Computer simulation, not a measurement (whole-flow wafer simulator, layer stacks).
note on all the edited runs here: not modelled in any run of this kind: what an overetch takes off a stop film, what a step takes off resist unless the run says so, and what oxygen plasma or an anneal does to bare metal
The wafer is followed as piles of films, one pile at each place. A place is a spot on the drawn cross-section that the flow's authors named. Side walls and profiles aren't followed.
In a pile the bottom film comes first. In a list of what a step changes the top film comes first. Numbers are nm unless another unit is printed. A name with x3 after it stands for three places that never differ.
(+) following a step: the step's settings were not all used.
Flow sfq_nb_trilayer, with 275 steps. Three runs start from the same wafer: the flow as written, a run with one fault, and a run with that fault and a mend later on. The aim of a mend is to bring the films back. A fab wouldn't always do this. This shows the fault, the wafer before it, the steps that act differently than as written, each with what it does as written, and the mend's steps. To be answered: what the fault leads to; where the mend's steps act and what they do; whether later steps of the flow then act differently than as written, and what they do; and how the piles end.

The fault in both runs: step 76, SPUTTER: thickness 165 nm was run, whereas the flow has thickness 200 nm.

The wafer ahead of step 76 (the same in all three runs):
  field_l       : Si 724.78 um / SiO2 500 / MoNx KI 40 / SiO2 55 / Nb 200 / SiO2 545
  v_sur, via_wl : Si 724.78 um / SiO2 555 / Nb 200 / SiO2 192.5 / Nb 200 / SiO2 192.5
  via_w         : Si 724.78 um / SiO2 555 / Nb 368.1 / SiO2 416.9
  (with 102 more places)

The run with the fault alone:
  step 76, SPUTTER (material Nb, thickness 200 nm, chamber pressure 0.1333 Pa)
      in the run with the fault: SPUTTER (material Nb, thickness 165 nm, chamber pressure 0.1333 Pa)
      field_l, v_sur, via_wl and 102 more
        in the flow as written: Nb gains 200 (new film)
        in the run with the fault: Nb gains 165 (new film)
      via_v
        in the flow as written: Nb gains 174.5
        in the run with the fault: Nb gains 144.4
  Steps further on in the flow that do not act as written (6 more steps, not shown, differ only slightly: by at most 2% or 0.5 nm, whichever is larger):
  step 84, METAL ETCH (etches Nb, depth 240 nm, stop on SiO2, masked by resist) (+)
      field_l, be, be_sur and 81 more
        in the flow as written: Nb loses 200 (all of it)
        in the run with the fault: Nb loses 165 (all of it)
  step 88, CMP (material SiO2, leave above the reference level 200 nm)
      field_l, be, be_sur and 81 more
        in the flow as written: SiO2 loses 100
        in the run with the fault: SiO2 loses 135
  The piles end different from the flow's at v_sur, via_wl, via_w and 39 more by more than 2% or 0.5 nm, whichever is larger.
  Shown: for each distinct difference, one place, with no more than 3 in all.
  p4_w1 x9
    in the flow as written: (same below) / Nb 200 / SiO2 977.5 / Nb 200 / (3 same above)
    in the run with the fault: (same below) / Nb 200 / SiO2 942.5 / Nb 200 / (3 same above)
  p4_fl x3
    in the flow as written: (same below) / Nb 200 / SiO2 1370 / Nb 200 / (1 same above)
    in the run with the fault: (same below) / Nb 200 / SiO2 1335 / Nb 200 / (1 same above)
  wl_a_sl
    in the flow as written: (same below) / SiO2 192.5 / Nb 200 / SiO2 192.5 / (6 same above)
    in the run with the fault: (same below) / SiO2 192.5 / Nb 165 / SiO2 192.5 / (6 same above)

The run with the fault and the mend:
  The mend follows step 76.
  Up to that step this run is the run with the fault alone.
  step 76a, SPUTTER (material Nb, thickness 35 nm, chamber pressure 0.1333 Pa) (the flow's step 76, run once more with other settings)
      field_l, v_sur, via_wl and 102 more
        Nb gains 35
      via_v
        Nb gains 27.1
  Later steps of the flow that are run all act as written at every place that is followed, up to a difference of at most 2% or 0.5 nm, whichever is larger.
  At the end the piles are close to the flow's at the places that both follow, differing by at most 2% or 0.5 nm, whichever is larger.
